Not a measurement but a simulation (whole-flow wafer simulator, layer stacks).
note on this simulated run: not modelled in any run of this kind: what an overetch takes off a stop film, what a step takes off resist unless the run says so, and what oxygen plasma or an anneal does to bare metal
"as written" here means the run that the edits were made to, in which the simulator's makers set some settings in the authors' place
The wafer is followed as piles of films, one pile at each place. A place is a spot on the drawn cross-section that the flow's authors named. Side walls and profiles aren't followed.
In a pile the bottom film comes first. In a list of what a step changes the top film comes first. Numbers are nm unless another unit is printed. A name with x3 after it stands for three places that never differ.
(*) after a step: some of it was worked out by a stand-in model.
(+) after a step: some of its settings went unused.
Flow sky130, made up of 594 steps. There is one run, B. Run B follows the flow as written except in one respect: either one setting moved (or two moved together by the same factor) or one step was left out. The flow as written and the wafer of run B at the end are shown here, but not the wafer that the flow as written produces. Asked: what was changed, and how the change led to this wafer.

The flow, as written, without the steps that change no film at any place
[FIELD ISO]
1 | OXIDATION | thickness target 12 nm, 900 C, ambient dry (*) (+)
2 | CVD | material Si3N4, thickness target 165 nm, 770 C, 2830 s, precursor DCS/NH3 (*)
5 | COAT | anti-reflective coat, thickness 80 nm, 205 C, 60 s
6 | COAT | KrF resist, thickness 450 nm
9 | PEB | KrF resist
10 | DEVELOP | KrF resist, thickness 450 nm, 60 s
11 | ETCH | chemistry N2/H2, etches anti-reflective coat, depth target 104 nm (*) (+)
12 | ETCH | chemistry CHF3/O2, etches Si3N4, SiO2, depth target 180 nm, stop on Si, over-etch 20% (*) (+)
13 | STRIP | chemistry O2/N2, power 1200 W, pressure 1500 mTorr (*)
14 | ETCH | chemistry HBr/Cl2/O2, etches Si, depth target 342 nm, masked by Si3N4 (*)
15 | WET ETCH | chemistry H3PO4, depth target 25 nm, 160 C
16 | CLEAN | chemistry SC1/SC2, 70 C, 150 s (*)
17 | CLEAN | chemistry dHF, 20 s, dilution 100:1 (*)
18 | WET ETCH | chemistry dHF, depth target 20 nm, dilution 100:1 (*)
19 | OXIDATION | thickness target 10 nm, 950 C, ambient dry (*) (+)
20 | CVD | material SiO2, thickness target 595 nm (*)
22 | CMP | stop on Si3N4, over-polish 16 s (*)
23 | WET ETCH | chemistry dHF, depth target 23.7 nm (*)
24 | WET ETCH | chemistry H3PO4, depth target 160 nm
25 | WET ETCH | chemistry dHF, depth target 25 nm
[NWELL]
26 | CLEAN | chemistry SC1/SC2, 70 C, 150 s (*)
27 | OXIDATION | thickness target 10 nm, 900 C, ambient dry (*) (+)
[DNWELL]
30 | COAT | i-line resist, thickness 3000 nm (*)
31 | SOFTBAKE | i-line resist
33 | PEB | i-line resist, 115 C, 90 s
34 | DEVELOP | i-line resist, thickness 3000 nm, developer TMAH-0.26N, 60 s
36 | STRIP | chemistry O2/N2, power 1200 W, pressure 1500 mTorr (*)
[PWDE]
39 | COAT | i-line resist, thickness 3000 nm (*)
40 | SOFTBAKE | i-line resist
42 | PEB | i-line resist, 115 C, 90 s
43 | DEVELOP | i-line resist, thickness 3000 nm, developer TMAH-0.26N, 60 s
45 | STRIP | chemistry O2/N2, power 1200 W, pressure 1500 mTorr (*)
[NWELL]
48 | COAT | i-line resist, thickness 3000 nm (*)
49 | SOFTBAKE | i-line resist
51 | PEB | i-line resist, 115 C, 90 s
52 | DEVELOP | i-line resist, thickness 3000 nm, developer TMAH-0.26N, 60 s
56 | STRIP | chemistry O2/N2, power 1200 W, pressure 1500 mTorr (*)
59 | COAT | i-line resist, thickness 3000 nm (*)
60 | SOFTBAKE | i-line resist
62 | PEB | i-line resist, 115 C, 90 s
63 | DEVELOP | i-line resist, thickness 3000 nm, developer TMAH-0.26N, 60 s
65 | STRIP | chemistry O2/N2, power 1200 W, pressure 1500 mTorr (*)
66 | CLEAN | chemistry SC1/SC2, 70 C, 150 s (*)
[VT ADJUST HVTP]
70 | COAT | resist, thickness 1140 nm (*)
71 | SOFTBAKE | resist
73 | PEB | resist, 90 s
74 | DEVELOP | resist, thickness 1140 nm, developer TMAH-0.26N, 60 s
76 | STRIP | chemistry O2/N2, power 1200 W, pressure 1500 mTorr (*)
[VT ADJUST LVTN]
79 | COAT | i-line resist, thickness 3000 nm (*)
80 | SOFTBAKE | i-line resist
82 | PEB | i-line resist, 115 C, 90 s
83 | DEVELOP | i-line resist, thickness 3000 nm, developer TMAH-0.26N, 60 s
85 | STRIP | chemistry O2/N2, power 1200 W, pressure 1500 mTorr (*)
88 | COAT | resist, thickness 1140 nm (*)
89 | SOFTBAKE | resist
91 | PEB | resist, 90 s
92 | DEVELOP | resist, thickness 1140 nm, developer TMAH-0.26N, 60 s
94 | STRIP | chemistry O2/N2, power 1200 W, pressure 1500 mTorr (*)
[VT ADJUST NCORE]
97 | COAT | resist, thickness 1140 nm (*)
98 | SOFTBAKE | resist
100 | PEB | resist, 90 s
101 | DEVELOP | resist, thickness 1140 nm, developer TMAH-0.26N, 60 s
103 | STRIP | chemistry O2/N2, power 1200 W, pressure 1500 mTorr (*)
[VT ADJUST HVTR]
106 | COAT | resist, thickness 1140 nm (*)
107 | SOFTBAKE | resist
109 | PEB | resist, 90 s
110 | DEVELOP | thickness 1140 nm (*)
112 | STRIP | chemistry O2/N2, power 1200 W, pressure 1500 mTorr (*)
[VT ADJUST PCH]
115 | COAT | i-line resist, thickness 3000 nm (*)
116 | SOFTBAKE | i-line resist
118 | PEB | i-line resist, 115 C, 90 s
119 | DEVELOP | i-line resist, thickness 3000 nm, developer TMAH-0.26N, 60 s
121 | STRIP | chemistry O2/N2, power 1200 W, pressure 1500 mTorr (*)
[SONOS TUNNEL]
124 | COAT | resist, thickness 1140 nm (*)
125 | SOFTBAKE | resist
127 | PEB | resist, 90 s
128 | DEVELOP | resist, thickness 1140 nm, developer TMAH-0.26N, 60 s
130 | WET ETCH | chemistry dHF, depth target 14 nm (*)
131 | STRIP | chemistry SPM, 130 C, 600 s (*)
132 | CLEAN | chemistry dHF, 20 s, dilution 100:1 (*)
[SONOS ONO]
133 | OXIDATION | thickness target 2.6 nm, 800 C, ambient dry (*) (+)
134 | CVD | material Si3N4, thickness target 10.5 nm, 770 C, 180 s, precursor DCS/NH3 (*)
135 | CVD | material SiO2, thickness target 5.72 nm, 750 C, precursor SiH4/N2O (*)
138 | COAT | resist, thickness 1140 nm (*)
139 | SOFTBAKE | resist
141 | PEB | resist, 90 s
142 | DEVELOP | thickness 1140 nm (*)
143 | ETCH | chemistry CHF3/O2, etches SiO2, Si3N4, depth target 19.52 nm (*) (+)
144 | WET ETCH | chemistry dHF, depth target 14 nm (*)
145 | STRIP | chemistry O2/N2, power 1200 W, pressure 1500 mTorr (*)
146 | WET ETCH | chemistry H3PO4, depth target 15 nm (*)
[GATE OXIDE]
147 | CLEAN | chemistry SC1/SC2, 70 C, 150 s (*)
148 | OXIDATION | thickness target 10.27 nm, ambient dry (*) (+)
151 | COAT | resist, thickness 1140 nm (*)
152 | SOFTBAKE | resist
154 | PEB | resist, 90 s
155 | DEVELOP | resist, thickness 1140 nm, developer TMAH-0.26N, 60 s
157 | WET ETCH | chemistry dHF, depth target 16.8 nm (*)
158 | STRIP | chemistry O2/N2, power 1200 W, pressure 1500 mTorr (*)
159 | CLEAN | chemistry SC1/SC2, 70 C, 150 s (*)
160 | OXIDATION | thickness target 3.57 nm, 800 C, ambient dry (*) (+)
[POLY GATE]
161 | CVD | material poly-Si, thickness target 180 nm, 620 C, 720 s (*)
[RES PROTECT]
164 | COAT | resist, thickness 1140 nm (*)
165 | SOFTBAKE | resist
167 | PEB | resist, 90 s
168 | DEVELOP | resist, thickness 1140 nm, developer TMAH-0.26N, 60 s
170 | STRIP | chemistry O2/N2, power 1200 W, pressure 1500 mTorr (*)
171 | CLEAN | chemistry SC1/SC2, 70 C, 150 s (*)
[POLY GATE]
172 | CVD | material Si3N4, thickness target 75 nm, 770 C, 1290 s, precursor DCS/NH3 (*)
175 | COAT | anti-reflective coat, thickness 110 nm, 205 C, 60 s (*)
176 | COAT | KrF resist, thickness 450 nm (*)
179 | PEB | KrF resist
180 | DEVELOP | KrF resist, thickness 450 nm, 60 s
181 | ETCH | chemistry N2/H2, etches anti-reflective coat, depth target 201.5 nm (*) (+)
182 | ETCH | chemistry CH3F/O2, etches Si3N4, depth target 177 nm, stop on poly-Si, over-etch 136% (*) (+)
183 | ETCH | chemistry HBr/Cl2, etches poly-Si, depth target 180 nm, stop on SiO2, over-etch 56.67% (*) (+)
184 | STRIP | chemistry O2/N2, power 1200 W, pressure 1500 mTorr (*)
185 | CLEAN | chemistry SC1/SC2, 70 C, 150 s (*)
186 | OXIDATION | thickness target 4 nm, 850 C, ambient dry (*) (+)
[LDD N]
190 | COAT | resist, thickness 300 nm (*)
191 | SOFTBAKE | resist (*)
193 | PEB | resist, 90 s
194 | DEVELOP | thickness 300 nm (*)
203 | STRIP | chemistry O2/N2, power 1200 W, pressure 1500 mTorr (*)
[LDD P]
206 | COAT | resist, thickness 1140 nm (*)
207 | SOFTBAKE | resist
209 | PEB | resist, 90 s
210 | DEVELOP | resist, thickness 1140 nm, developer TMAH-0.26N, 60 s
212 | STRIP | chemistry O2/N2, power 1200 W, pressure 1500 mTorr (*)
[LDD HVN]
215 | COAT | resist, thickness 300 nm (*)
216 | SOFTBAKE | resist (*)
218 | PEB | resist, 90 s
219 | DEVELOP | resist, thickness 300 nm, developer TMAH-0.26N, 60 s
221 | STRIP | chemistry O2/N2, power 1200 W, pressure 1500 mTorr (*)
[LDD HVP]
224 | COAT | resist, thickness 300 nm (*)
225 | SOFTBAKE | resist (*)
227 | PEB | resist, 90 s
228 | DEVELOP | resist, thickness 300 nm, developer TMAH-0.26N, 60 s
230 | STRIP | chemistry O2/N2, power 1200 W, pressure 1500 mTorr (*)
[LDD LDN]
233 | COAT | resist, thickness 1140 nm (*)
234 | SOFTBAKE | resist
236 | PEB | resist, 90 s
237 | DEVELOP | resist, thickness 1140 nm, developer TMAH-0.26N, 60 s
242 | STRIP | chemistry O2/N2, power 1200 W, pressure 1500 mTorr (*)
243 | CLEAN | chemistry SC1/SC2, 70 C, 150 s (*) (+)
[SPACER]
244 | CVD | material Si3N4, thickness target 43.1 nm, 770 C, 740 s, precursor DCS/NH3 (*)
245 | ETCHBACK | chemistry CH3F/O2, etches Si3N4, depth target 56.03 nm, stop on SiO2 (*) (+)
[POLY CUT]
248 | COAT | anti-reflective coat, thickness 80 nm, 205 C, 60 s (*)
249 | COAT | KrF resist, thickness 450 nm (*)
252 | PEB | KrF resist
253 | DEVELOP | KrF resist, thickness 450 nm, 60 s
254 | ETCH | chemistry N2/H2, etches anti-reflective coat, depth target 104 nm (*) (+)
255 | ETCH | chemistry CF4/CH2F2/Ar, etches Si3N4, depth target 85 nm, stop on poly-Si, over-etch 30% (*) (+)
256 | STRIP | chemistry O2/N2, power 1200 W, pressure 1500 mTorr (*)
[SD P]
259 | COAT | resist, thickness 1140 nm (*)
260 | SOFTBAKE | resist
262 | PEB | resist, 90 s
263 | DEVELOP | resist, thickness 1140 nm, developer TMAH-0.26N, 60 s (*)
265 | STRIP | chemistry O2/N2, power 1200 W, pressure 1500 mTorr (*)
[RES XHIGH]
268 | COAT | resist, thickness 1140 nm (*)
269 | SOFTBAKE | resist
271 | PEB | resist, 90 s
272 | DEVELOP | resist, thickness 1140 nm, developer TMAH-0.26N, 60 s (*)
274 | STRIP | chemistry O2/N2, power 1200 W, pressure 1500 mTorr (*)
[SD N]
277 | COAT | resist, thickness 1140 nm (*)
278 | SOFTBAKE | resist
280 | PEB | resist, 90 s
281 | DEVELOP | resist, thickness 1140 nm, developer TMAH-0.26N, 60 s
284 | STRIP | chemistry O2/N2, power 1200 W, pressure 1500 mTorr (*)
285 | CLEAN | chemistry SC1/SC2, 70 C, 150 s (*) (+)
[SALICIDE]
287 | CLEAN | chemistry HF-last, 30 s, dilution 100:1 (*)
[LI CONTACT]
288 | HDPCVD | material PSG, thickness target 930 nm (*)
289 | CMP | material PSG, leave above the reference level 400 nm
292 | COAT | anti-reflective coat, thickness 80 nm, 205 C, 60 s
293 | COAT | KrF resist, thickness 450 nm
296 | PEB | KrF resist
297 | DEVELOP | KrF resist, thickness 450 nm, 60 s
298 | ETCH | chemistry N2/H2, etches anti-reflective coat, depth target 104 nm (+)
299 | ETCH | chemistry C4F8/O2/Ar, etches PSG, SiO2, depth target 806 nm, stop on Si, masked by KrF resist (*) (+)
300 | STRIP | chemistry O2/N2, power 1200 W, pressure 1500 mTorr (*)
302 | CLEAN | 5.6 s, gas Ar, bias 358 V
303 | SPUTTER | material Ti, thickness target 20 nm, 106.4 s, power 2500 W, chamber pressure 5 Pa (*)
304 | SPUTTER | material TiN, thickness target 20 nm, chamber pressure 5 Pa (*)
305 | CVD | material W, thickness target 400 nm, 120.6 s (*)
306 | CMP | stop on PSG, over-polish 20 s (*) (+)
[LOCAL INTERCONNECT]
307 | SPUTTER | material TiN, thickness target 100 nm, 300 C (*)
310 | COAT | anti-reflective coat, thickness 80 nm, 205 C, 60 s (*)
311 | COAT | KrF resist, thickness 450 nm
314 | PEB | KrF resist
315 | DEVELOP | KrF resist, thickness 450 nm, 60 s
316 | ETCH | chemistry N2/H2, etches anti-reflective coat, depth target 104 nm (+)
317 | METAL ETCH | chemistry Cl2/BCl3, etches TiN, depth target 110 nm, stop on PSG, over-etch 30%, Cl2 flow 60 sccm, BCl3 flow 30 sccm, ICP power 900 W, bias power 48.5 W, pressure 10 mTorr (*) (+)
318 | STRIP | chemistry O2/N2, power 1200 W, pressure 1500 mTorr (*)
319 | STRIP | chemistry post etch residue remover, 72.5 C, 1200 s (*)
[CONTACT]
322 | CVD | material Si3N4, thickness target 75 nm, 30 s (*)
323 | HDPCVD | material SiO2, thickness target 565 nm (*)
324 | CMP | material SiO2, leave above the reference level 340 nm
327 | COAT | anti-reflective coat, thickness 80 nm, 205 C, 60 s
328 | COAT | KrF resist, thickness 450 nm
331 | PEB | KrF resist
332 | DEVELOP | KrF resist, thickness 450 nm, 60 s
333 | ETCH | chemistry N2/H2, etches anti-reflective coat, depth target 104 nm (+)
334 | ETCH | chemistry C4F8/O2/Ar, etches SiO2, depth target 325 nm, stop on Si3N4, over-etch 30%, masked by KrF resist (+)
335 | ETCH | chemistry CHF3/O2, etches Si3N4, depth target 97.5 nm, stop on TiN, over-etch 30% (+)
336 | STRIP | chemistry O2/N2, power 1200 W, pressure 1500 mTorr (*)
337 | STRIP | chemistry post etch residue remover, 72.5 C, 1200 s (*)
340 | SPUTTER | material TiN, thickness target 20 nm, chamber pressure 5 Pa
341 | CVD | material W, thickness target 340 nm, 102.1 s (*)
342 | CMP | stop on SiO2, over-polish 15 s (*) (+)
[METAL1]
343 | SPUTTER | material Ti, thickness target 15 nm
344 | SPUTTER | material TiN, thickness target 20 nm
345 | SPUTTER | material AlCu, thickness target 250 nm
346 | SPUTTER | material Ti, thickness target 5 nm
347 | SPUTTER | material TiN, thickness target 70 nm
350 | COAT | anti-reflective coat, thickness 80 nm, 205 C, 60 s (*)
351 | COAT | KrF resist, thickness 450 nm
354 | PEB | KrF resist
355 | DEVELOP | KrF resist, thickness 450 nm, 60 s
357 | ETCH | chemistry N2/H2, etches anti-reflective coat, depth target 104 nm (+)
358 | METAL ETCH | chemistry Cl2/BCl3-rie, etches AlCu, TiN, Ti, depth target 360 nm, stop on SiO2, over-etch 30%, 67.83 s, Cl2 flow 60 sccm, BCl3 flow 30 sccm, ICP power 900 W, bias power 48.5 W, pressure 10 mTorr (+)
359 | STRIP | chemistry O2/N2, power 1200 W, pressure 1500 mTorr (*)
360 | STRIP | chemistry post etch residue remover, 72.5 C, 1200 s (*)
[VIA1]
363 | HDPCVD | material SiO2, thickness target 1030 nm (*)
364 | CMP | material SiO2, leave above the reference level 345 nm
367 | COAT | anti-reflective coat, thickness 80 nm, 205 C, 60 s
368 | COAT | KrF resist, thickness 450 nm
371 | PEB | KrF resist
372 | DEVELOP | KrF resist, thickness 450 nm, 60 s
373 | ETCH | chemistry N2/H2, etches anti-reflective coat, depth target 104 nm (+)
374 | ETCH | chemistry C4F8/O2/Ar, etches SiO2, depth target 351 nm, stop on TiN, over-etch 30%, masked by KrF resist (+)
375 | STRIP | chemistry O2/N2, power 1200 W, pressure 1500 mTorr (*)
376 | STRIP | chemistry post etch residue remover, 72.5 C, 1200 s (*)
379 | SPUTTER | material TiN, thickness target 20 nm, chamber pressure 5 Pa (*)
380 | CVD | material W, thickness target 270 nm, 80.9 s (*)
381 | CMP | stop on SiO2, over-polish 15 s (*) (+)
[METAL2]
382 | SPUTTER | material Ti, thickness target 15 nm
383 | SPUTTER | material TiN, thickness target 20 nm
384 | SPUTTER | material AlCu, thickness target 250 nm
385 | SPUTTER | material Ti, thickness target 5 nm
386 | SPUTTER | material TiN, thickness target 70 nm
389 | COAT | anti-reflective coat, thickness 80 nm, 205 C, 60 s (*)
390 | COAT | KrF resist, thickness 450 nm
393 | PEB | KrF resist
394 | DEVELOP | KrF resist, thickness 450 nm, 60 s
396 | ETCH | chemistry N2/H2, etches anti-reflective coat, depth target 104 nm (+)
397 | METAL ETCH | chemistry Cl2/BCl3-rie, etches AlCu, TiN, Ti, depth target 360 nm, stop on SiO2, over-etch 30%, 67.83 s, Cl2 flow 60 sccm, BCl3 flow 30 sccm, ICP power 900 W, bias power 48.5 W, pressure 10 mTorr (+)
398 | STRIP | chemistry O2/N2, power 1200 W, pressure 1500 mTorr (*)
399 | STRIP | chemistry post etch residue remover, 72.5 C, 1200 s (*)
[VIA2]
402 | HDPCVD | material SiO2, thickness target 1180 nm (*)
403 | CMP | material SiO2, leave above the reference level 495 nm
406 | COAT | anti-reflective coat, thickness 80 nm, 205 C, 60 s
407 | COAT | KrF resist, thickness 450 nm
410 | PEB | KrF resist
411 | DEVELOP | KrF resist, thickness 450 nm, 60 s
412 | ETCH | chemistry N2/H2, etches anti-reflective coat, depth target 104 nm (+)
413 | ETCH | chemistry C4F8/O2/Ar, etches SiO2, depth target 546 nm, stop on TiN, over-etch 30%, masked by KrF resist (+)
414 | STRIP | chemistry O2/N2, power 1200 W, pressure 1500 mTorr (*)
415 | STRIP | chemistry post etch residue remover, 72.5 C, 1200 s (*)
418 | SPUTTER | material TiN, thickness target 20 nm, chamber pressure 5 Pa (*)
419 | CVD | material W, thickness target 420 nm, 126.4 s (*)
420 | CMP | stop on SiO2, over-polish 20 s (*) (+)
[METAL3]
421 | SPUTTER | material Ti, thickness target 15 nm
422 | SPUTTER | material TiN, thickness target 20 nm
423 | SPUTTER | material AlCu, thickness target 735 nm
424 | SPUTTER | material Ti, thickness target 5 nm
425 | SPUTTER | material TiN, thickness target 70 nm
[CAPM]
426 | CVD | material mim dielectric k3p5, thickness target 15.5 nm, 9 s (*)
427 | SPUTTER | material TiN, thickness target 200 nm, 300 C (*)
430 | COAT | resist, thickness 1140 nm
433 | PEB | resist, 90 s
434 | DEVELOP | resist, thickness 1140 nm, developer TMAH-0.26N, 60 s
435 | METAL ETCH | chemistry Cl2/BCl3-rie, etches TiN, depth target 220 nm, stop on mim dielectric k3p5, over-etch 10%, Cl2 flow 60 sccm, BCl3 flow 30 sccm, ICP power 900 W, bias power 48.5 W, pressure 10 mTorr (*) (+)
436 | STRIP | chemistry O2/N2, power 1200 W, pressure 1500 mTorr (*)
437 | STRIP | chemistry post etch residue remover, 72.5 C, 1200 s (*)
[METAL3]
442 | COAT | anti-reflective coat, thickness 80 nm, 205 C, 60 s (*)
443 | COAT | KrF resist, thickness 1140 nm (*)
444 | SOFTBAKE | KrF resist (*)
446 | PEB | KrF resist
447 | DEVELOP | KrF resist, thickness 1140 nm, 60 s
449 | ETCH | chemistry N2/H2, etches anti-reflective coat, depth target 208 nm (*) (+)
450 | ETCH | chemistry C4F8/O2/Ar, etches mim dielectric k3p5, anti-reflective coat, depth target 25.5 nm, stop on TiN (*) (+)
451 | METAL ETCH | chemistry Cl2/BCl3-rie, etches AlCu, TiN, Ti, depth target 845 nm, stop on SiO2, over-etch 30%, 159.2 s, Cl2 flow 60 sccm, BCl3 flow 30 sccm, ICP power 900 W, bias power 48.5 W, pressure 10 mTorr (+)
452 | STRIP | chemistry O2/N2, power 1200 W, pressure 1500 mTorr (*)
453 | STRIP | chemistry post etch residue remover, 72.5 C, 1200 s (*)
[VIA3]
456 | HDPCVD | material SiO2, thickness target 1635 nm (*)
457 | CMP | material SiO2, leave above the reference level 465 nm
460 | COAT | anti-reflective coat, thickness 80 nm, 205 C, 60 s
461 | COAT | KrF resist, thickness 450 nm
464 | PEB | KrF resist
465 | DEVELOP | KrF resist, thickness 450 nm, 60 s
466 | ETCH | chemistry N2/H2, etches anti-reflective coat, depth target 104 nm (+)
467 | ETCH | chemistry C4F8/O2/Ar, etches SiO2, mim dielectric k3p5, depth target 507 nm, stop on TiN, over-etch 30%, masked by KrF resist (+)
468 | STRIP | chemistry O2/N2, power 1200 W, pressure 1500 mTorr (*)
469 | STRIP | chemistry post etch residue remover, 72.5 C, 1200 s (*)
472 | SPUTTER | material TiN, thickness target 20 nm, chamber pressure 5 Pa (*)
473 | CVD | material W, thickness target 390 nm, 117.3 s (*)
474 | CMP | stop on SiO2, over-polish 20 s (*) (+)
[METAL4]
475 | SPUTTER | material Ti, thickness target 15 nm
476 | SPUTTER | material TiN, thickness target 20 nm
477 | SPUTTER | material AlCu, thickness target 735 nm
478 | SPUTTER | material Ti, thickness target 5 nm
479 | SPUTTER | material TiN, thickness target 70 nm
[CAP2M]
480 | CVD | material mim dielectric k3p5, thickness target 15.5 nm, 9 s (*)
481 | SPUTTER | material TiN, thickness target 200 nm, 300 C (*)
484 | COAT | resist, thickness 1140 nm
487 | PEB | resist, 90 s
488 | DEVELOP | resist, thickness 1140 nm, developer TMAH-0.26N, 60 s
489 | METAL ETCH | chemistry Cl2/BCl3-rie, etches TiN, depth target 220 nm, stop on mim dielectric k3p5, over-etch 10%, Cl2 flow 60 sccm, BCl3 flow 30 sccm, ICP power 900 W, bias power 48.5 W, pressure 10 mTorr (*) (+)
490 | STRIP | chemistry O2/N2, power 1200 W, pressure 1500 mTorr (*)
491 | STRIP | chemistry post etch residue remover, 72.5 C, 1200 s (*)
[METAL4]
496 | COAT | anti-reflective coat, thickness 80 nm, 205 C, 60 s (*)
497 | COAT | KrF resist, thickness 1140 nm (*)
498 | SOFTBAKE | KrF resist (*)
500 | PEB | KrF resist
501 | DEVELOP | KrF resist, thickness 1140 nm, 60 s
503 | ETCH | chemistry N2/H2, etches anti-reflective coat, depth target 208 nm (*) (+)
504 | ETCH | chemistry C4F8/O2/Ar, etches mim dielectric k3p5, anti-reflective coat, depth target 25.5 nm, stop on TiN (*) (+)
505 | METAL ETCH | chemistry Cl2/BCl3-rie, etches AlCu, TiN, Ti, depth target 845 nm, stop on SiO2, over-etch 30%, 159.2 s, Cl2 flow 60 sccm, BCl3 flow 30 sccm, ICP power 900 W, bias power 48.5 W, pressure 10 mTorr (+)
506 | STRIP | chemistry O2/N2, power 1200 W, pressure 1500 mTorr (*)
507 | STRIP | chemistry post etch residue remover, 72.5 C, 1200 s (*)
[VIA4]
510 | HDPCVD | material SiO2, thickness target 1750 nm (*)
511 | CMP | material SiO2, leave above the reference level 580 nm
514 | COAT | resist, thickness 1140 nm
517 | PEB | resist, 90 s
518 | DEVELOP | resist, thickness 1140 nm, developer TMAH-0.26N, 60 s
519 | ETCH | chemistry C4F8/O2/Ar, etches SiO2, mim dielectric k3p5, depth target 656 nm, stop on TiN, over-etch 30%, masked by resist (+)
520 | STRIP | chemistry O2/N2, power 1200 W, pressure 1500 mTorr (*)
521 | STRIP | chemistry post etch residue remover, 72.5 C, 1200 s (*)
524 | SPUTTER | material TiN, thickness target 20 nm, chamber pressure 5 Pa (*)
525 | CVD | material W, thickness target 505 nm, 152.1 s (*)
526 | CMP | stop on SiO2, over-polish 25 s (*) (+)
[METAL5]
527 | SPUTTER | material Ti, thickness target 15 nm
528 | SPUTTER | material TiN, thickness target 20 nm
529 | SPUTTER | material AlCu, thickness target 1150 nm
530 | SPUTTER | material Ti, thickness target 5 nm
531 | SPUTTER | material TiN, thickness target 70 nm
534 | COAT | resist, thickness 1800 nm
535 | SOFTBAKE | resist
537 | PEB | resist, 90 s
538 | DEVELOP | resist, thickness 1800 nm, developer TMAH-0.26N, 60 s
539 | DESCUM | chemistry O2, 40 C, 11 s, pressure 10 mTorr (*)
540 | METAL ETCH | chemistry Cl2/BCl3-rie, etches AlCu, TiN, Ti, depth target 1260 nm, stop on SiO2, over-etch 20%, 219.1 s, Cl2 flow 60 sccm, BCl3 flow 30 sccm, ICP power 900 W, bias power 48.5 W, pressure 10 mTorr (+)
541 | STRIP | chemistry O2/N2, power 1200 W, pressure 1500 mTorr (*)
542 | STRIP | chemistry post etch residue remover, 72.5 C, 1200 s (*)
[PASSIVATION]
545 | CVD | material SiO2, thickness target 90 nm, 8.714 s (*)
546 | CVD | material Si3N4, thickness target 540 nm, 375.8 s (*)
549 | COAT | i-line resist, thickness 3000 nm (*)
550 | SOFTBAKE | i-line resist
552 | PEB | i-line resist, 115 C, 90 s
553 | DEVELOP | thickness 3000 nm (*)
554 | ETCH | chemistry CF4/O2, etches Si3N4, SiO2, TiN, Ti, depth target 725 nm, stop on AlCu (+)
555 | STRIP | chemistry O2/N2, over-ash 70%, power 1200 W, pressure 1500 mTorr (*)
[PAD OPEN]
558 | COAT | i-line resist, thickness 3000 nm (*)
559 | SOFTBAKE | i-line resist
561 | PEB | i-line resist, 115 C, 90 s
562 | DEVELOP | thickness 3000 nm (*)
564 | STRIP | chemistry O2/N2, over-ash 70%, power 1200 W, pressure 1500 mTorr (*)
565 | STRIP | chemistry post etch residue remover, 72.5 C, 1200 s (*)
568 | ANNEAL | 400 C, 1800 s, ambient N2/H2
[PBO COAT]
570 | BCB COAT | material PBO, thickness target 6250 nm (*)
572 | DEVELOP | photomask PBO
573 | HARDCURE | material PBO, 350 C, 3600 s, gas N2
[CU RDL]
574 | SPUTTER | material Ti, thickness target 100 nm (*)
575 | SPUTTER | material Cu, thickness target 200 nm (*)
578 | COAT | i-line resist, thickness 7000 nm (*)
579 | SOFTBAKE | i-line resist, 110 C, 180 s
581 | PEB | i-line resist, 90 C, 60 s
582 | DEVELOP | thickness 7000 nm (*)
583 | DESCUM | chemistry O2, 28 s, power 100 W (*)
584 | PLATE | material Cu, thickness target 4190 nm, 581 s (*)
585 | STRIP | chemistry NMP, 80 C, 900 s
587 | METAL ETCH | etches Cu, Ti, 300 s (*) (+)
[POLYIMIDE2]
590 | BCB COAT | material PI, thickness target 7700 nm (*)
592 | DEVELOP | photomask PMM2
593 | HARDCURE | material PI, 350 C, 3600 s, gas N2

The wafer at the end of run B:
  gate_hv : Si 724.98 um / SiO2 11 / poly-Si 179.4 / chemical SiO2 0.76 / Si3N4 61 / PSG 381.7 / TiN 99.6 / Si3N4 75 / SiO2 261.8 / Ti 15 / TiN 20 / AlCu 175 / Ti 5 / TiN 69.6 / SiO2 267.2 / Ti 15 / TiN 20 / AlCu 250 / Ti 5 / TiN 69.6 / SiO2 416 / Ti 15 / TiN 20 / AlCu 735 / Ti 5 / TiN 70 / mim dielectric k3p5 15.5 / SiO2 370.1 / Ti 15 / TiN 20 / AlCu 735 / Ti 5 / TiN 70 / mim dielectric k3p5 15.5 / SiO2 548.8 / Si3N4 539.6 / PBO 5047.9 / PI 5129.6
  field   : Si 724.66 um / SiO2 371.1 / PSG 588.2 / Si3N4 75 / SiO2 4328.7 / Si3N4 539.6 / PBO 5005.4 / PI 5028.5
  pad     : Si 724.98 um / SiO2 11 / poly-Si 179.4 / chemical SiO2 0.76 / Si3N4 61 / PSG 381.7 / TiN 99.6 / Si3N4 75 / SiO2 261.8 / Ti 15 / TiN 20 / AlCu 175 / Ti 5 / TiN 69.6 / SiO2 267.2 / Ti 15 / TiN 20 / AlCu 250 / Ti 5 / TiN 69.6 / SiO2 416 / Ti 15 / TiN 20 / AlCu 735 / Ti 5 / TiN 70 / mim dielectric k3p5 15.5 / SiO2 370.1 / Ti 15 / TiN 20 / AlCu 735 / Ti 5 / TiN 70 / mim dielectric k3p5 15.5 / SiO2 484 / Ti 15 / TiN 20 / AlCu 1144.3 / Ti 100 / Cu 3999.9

What caused this: step 345, SPUTTER: thickness target 175 nm was run, whereas the flow has thickness target 250 nm.
The wafer itself shows it: gate_hv has AlCu 175, and step 345 as written asks for 250 nm.

How this came from the change, step by step:
  345 | SPUTTER | material AlCu, thickness target 250 nm
      field, active, n_well and 188 more: AlCu gains 175 (new film) (in the flow as written it would be: AlCu gains 250 (new film))
  358 | METAL ETCH | chemistry Cl2/BCl3-rie, etches AlCu, TiN, Ti, depth target 360 nm, stop on SiO2, over-etch 30%, 67.83 s, Cl2 flow 60 sccm, BCl3 flow 30 sccm, ICP power 900 W, bias power 48.5 W, pressure 10 mTorr (+)
      field, active, gate and 81 more: TiN loses 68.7 (all of it), Ti loses 5 (all of it), AlCu loses 175 (all of it), TiN loses 20 (all of it), Ti loses 15 (all of it), SiO2 loses 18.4 (in the flow as written it would be: TiN loses 68.7 (all of it), Ti loses 5 (all of it), AlCu loses 250 (all of it), TiN loses 20 (all of it), Ti loses 15 (all of it), SiO2 loses 10.9)
  364 | CMP | material SiO2, leave above the reference level 345 nm
      field, active, gate and 81 more: SiO2 loses 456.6 (in the flow as written it would be: SiO2 loses 389.1)
